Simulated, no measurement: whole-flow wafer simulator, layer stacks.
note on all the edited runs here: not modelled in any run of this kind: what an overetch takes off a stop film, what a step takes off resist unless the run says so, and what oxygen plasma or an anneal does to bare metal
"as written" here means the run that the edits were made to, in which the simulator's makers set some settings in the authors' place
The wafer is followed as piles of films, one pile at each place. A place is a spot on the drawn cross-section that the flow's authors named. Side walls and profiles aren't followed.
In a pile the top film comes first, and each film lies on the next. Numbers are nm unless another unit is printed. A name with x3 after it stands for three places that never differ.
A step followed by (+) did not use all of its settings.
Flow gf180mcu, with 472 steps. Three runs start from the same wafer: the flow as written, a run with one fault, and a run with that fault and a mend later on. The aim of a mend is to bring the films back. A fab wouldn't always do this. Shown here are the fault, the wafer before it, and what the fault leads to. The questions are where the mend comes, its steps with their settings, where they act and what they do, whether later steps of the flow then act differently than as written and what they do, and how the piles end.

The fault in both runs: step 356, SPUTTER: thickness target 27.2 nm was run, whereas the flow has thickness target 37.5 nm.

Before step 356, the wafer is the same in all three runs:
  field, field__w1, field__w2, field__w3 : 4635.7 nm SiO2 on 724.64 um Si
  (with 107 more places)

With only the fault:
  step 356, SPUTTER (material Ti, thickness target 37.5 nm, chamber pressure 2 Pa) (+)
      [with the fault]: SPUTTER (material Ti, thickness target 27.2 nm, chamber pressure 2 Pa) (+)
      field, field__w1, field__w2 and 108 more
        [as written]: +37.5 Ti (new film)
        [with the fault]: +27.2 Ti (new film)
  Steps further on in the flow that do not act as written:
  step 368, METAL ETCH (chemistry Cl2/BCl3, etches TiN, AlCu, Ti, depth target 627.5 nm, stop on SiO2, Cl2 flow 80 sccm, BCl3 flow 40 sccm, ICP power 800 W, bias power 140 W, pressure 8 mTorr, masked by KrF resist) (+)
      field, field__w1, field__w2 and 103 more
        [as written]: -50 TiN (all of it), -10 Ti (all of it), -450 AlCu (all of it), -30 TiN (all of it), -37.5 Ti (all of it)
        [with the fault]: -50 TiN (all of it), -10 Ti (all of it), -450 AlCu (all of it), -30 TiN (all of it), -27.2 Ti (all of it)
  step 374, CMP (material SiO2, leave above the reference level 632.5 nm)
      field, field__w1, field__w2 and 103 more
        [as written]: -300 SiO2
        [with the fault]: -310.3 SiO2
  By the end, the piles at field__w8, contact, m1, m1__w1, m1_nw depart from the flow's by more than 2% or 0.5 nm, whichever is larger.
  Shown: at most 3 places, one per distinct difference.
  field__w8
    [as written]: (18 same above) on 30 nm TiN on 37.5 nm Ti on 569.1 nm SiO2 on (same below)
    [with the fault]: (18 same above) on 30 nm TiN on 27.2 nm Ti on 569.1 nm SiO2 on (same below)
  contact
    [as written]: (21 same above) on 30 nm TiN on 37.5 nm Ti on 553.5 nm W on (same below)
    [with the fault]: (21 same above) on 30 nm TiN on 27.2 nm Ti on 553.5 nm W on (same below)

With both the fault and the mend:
  The mend stands after step 356.
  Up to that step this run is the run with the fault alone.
  step 356a, SPUTTER (material Ti, thickness target 10.3 nm, chamber pressure 2 Pa) (+) (the flow's step 356, run once more with other settings)
      field, field__w1, field__w2 and 108 more
        +10.3 Ti
  None of the later steps of the flow acts differently than as written at any place that is followed.
  At every place that both follow, the piles at the end match the flow's.
